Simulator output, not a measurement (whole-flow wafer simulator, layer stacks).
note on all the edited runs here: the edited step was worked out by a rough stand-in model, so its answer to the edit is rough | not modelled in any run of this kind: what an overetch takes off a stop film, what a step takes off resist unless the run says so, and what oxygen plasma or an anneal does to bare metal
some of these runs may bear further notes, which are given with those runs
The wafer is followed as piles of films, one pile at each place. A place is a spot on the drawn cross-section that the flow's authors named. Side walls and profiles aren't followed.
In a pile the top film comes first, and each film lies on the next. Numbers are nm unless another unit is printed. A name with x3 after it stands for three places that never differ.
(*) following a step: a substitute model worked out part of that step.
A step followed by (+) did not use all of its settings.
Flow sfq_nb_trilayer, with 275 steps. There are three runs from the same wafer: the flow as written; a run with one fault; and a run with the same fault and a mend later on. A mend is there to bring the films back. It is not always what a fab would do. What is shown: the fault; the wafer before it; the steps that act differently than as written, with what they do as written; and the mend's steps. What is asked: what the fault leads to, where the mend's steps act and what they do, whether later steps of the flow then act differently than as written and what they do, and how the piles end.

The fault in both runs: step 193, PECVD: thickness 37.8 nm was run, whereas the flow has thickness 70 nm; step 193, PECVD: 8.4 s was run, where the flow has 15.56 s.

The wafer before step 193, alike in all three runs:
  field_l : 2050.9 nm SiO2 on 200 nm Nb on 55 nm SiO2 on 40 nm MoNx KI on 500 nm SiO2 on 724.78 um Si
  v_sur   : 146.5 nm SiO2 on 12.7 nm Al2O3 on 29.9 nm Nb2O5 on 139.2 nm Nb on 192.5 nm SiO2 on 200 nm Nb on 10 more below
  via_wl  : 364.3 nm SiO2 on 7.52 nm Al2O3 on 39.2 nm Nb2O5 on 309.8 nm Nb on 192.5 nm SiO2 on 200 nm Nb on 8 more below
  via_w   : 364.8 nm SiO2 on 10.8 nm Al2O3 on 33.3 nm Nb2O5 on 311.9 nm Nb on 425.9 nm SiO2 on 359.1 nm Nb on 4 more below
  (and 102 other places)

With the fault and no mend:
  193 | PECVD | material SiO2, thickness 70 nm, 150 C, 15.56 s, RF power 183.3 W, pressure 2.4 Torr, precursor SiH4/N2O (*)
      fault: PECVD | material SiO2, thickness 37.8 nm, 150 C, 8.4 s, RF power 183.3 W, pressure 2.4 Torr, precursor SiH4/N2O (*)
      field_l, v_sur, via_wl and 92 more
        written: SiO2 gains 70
        fault: SiO2 gains 37.8
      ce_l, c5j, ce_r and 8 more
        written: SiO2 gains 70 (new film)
        fault: SiO2 gains 37.8 (new film)
  Steps later in the flow that act otherwise than as written (10 more steps, not shown, differ only slightly: by at most 2% or 0.5 nm, whichever is larger):
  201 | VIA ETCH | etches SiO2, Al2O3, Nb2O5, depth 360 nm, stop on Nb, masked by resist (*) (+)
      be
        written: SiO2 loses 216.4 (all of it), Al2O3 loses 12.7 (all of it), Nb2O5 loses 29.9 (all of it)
        fault: SiO2 loses 184.2 (all of it), Al2O3 loses 12.7 (all of it), Nb2O5 loses 29.9 (all of it)
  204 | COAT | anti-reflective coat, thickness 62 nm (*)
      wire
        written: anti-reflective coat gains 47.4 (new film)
        fault: anti-reflective coat gains 48.7 (new film)
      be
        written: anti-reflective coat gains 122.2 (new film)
        fault: anti-reflective coat gains 117.4 (new film)
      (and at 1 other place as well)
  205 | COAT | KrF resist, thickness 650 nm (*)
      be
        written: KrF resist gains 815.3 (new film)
        fault: KrF resist gains 792.3 (new film)
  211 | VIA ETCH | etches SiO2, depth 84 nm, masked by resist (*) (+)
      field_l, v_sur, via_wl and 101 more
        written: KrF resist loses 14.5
        fault: KrF resist loses 9.74
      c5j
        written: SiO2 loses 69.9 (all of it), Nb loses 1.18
        fault: SiO2 loses 37.7 (all of it), Nb loses 1.57
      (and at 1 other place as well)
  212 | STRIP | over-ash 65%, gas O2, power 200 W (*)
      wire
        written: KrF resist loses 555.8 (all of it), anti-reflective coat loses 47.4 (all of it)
        fault: KrF resist loses 562.1 (all of it), anti-reflective coat loses 48.7 (all of it)
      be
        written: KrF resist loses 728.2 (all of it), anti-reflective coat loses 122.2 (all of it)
        fault: KrF resist loses 709.9 (all of it), anti-reflective coat loses 117.4 (all of it)
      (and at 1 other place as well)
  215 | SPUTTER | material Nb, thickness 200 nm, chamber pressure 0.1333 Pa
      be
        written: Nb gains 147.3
        fault: Nb gains 154.7
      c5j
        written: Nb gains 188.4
        fault: Nb gains 196.6
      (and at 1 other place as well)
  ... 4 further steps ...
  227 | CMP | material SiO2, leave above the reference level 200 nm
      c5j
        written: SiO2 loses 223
        fault: SiO2 loses 248.2
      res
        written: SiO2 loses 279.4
        fault: SiO2 loses 318.7
  At v_sur, via_wl, via_w and 79 more, the piles at the end differ from the flow's by more than 2% or 0.5 nm, whichever is larger.
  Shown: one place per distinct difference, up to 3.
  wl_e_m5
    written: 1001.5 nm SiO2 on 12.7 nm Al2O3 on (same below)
    fault: 969.3 nm SiO2 on 12.7 nm Al2O3 on (same below)
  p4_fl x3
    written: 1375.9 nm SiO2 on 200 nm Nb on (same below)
    fault: 1343.7 nm SiO2 on 200 nm Nb on (same below)
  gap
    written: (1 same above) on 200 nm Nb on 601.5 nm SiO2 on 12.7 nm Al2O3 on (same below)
    fault: (1 same above) on 200 nm Nb on 569.3 nm SiO2 on 12.7 nm Al2O3 on (same below)

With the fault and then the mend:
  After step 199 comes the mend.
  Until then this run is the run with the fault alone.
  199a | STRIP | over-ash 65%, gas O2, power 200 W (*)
      p4_fl x3, p4_w1 x9, p4_g1 x2 and 33 more
        KrF resist loses 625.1 (all of it), anti-reflective coat loses 62 (all of it)
      wl_b_m5, wl_b_sr, wl_c_sl and 12 more
        KrF resist loses 625 (all of it), anti-reflective coat loses 62 (all of it)
      v_sur, via_wl, via_w
        KrF resist loses 625.7 (all of it), anti-reflective coat loses 62.2 (all of it)
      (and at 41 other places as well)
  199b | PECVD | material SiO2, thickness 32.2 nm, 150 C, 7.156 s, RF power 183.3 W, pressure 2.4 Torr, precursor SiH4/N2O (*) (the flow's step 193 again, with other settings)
      field_l, v_sur, via_wl and 103 more
        SiO2 gains 32.2
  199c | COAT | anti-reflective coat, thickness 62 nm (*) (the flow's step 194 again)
      p4_fl x3, p4_w1 x9, p4_g1 x2 and 50 more
        anti-reflective coat gains 62 (new film)
      via_wr, via_sp, via_v, wire, lsp_r, l0_sur, l0v
        anti-reflective coat gains 62.3 (new film)
      be, be_sur, gap, lsp_m, ln_m6
        anti-reflective coat gains 62.4 (new film)
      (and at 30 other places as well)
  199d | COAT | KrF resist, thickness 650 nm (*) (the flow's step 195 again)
      p4_fl x3, p4_w1 x9, p4_g1 x2 and 33 more
        KrF resist gains 650 (new film)
      wl_b_m5, wl_b_sr, wl_c_sl and 12 more
        KrF resist gains 649.9 (new film)
      v_sur, via_wl, via_w
        KrF resist gains 650.6 (new film)
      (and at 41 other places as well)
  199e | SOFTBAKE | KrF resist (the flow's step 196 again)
      does not change any film at any place that is followed
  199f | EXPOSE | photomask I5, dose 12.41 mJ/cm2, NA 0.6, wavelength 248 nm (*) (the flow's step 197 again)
      does not change any film at any place that is followed
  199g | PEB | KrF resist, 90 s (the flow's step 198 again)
      field_l, v_sur, via_wl and 87 more
        KrF resist loses 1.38
      jj_sur, ce_l, sp_r, moat, field_r, wl_jj
        KrF resist loses 1.39
      be_r, r_sur, res, r_end
        KrF resist loses 1.33
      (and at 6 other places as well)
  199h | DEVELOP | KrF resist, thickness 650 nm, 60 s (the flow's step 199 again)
      field_l, v_sur, via_wl and 102 more
        KrF resist loses 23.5
      be
        KrF resist loses 649.8 (all of it)
  Every later step of the flow that is run acts as written, at every place that is followed, to within 2% or 0.5 nm, whichever is larger.
  The piles end the same as the flow's at every place that both follow.
